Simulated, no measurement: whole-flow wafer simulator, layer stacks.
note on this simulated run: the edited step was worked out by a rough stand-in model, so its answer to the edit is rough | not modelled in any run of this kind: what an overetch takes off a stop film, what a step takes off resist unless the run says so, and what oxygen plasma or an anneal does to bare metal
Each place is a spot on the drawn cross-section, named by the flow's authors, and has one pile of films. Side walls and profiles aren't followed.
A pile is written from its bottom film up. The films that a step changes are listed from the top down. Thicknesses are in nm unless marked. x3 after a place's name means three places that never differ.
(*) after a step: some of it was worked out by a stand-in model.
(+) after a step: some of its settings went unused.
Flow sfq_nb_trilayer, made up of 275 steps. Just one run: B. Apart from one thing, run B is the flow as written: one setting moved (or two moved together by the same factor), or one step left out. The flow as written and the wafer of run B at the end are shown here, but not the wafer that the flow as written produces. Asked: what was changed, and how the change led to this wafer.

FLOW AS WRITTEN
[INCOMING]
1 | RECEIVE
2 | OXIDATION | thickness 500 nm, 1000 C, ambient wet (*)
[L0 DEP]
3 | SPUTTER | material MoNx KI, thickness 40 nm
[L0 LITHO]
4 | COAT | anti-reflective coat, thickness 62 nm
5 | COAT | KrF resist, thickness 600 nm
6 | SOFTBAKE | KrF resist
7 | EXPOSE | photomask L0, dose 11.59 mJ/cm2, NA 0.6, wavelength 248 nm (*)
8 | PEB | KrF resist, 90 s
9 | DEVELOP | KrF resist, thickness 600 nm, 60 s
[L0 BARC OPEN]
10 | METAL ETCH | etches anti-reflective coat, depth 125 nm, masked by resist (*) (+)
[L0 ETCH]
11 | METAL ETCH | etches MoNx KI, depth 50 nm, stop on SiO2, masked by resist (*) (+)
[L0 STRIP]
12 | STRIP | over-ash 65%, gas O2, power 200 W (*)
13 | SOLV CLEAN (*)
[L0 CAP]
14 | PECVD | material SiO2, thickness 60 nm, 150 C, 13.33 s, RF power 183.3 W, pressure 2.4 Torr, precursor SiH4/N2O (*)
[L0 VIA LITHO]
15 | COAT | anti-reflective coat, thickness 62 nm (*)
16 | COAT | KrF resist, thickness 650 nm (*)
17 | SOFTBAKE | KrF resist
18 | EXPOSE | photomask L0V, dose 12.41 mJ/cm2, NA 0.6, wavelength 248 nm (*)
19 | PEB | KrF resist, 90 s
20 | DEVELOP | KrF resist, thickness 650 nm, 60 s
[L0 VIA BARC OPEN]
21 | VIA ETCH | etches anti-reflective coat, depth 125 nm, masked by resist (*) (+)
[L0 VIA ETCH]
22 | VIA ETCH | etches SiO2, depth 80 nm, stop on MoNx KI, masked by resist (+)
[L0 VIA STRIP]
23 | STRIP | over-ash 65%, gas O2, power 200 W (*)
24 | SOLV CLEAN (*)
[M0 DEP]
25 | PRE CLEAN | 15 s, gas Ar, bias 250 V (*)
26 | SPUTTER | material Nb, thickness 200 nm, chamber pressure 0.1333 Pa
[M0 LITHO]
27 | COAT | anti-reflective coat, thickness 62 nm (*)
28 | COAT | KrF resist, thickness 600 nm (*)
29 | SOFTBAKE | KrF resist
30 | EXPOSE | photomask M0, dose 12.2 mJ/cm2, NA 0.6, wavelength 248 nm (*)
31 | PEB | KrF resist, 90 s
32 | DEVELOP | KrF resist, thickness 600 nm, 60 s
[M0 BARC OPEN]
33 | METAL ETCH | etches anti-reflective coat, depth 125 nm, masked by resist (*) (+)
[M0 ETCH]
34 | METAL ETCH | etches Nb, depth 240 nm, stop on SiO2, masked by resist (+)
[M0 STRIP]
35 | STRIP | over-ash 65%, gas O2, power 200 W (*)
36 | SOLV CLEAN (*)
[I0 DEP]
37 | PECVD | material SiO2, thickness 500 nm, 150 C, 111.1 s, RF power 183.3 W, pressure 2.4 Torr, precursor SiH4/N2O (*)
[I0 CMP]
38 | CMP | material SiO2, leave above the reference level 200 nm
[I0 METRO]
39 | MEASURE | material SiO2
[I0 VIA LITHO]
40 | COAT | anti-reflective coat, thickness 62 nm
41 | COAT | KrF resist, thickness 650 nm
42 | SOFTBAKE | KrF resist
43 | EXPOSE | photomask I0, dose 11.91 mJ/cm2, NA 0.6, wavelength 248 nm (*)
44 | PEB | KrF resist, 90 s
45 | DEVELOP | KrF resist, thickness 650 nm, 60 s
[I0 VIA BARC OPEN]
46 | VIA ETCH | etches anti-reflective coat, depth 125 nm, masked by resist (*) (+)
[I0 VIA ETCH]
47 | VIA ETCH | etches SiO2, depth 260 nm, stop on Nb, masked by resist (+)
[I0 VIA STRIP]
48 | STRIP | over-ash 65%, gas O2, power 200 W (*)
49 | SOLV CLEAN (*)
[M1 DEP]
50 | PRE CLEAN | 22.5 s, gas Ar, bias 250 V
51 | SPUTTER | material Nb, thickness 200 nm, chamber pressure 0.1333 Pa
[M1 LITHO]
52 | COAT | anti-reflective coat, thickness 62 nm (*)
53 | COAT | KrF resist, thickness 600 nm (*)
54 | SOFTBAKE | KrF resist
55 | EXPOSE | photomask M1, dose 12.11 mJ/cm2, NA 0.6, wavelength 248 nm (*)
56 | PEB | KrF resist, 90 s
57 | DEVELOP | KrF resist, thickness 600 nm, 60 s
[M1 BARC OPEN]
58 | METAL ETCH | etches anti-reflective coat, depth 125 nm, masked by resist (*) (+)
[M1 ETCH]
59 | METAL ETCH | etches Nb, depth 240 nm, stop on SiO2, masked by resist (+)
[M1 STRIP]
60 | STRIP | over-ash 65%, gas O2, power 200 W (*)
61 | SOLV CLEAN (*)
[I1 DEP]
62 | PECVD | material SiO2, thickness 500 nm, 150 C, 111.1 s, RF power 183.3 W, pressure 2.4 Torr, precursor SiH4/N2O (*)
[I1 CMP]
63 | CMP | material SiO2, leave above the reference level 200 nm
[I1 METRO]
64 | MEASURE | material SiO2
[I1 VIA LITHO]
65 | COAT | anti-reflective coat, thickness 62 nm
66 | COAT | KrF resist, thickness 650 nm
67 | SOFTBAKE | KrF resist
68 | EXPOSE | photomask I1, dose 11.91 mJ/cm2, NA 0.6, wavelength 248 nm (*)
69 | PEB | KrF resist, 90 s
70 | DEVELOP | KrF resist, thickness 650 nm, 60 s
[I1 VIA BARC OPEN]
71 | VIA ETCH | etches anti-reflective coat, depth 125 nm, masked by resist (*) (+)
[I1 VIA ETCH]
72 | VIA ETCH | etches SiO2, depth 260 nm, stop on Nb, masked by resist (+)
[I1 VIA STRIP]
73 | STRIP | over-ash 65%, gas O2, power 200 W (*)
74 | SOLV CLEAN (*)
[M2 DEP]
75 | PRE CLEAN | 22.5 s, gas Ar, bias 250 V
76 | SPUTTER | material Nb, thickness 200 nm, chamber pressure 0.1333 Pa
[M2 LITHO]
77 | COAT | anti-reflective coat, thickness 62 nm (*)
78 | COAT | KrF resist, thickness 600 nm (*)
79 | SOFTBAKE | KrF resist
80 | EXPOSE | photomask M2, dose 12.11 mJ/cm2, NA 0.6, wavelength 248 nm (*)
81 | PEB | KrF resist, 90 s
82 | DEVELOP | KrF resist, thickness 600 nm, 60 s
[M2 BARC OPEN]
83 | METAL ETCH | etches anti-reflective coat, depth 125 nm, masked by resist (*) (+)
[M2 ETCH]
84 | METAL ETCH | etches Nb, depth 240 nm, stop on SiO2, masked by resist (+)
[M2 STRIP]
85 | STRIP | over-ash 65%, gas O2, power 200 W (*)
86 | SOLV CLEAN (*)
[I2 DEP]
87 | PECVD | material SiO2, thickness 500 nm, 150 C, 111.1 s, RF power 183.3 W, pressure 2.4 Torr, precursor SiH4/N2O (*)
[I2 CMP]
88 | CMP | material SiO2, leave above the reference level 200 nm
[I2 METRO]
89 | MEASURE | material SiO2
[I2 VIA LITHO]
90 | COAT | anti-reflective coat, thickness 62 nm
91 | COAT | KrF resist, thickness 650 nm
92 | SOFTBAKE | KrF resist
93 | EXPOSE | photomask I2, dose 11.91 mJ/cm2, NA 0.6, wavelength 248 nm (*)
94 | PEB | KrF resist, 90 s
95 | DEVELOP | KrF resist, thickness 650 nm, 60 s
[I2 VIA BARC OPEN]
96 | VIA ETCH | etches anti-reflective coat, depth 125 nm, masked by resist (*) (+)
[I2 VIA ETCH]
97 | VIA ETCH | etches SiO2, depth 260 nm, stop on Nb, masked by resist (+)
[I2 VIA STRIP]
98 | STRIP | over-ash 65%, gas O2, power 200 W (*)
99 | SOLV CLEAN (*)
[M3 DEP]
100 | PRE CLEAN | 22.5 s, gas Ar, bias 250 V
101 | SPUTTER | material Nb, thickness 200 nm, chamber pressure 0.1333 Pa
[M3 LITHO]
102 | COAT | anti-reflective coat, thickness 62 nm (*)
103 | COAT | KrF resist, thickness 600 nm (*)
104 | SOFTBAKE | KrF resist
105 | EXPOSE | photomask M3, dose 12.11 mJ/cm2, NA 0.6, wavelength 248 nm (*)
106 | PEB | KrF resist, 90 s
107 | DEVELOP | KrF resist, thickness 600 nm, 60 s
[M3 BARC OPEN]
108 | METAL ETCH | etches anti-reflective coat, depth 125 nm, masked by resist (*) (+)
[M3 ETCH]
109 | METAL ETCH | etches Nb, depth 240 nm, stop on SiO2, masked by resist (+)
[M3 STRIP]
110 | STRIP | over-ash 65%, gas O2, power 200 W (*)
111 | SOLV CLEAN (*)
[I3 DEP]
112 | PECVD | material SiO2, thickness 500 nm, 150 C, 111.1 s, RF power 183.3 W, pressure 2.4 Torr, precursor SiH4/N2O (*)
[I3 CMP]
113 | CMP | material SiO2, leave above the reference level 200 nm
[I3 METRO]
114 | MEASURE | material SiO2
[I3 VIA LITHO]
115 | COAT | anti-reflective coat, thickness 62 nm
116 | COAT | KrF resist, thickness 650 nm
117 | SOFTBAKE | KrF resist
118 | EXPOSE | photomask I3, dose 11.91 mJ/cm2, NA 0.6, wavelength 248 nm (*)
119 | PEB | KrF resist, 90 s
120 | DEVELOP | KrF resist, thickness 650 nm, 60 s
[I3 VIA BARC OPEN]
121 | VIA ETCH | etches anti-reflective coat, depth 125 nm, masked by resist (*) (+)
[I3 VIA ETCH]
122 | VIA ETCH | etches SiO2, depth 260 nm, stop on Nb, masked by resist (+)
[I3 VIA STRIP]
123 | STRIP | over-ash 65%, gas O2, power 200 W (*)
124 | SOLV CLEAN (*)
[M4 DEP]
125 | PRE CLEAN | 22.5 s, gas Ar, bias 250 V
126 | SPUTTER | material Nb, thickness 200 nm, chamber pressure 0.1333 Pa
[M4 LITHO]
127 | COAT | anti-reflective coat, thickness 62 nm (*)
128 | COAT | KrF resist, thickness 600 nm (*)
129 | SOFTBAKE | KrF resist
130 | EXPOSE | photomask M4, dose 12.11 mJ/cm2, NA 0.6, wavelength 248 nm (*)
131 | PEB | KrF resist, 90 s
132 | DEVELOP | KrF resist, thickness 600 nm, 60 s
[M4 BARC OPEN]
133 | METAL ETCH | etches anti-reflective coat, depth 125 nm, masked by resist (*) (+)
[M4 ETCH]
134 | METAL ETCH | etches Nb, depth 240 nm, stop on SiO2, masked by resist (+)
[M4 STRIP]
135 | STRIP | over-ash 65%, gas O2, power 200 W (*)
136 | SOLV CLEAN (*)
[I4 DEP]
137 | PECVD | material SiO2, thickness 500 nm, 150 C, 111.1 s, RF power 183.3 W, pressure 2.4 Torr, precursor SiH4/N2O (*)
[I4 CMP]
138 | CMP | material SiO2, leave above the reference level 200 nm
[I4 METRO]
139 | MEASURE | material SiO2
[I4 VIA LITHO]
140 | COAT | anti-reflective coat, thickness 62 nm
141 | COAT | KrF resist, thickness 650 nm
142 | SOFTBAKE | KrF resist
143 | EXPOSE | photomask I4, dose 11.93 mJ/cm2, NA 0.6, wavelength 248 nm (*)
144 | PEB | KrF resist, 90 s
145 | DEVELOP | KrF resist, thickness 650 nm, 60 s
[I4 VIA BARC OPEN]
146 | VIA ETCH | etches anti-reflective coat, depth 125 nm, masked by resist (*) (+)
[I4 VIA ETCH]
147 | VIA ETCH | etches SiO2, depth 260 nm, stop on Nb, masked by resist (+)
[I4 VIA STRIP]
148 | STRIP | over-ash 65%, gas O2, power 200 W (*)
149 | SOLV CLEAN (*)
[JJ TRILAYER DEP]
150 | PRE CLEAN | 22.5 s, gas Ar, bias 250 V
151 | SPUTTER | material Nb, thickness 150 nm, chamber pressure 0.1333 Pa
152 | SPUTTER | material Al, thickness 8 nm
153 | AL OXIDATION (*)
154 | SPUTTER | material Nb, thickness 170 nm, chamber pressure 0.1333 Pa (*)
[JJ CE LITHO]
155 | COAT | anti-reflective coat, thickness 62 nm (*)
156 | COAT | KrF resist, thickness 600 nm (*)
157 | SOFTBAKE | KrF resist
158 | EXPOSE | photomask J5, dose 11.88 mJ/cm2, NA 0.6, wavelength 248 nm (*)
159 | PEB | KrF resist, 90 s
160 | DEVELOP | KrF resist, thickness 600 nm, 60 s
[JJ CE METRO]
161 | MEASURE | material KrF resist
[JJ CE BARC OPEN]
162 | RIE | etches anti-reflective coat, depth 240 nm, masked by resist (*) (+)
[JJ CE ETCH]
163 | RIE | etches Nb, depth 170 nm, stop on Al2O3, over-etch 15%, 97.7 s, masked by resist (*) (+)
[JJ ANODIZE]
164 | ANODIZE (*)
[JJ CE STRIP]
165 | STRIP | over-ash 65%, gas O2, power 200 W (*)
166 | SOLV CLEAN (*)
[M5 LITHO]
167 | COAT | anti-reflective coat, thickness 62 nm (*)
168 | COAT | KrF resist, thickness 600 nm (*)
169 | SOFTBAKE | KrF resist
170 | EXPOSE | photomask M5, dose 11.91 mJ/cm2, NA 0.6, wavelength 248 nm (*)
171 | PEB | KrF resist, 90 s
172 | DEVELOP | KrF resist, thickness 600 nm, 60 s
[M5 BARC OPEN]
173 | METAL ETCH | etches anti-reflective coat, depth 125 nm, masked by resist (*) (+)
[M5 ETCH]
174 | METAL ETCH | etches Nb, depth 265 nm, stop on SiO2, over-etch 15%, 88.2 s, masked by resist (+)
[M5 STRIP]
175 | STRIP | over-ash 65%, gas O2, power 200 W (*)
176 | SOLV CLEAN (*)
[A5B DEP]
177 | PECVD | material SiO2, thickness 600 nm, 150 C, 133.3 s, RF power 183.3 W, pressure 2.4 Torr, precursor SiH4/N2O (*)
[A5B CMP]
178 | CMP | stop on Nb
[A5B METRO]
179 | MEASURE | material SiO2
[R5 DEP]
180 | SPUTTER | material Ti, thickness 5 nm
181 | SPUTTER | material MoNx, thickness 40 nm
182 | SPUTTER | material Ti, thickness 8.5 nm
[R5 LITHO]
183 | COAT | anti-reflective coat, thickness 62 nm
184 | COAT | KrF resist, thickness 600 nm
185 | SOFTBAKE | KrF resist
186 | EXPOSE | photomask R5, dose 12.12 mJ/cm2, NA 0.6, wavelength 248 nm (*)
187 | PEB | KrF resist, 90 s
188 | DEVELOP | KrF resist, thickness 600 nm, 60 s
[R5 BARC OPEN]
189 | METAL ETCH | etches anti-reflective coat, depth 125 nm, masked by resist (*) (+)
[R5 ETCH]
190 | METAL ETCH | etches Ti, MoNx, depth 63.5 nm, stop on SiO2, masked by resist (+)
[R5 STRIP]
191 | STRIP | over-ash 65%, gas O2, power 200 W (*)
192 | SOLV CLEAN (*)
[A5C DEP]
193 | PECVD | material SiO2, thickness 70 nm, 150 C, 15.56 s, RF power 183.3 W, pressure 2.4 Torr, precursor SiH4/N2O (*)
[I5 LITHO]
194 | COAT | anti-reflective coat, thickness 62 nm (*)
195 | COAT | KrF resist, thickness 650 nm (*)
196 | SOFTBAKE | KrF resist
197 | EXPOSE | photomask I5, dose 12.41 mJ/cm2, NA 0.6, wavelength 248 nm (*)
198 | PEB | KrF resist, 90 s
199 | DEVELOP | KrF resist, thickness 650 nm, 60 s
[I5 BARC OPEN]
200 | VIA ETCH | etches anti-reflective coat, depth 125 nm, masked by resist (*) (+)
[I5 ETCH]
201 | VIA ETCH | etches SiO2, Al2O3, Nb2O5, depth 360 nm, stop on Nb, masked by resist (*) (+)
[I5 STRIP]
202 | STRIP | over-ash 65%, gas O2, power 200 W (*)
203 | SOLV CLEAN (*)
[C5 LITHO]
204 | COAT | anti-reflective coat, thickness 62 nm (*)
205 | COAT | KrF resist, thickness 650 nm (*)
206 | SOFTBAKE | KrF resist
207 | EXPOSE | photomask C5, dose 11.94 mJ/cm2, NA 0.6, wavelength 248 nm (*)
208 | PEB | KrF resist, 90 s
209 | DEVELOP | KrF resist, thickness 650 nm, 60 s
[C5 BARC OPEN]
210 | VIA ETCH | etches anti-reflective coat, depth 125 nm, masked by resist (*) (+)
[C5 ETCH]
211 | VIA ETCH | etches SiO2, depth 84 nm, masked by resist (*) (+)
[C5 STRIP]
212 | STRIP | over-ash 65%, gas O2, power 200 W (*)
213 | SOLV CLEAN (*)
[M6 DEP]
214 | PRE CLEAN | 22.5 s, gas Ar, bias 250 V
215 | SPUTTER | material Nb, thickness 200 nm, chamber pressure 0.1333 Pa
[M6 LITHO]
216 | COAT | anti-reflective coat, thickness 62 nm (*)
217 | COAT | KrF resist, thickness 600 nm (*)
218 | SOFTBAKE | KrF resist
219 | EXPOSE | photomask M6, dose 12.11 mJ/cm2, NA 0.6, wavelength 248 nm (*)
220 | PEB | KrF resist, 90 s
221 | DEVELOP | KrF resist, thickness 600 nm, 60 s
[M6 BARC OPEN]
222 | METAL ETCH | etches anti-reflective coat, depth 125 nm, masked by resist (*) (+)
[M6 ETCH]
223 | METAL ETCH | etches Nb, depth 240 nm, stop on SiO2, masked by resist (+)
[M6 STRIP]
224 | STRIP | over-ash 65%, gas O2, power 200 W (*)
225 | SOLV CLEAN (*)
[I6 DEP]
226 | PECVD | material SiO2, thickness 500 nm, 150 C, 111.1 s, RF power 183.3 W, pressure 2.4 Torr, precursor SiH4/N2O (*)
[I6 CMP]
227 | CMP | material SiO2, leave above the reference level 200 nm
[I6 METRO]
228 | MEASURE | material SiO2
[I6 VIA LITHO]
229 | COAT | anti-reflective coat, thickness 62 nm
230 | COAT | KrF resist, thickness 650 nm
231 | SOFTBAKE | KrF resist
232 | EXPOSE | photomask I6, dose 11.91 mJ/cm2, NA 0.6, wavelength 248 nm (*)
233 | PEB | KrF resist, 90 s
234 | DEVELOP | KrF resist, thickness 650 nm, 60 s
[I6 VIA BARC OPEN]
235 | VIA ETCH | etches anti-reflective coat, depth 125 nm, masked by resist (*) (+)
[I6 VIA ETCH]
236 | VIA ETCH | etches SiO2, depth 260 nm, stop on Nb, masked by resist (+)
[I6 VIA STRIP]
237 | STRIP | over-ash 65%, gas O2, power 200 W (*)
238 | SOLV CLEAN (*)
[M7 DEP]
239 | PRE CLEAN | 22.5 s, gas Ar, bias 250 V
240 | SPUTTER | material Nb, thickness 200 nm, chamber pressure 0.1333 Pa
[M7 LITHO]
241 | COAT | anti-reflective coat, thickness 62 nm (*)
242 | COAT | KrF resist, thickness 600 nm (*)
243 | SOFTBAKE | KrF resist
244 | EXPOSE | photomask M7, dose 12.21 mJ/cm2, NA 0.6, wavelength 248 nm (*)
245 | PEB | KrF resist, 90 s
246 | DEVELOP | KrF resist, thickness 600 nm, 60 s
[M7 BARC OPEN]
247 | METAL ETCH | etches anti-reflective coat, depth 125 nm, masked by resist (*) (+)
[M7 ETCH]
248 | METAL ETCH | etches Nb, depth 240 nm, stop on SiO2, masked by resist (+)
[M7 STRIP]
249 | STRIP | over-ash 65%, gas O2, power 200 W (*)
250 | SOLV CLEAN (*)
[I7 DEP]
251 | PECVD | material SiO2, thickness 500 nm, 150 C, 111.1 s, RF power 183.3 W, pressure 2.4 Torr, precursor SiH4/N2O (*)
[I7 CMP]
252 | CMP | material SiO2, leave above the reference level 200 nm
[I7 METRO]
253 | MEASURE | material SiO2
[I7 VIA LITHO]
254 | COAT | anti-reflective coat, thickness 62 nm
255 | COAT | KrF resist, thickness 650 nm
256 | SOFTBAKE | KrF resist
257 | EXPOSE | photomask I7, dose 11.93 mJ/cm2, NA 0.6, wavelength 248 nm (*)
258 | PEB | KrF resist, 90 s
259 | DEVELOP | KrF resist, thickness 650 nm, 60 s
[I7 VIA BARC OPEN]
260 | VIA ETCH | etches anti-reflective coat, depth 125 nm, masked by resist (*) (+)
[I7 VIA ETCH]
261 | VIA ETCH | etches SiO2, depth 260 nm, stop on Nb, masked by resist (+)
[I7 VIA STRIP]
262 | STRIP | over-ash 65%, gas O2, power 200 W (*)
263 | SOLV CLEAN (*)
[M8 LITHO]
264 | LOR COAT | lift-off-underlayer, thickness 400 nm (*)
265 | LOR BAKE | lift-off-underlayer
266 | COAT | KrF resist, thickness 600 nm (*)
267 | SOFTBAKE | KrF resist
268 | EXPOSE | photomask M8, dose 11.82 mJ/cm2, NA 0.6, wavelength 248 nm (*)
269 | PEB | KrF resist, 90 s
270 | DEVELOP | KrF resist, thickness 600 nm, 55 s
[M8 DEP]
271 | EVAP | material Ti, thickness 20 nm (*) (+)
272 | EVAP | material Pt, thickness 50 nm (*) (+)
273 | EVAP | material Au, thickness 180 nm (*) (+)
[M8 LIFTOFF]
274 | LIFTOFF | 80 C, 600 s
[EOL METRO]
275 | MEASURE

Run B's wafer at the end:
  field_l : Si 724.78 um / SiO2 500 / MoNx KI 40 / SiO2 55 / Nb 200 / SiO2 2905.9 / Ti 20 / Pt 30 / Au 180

What caused this: step 272, EVAP: thickness 30 nm was run, whereas the flow has thickness 50 nm.
The wafer lets one read it off: field_l has Pt 30, and step 272 as written asks for 50 nm.

Step by step, how the change led to this:
  272 | EVAP | material Pt, thickness 50 nm (*) (+)
      field_l, v_sur, via_wl and 103 more: +30 Pt (new film) (in the flow as written it would be: +50 Pt (new film))
  274 | LIFTOFF | 80 C, 600 s
      p4_fl, p4_fm, p4_w1 and 71 more: -180 Au (all of it), -30 Pt (all of it), -20 Ti (all of it), -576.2 KrF resist (all of it), -400 lift-off-underlayer (all of it) (in the flow as written it would be: -180 Au (all of it), -50 Pt (all of it), -20 Ti (all of it), -576.2 KrF resist (all of it), -400 lift-off-underlayer (all of it))
      c5j, ce_r: -180 Au (all of it), -30 Pt (all of it), -20 Ti (all of it), -573.3 KrF resist (all of it), -399.3 lift-off-underlayer (all of it) (in the flow as written it would be: -180 Au (all of it), -50 Pt (all of it), -20 Ti (all of it), -573.3 KrF resist (all of it), -399.3 lift-off-underlayer (all of it))
      (as well as at 19 more places)
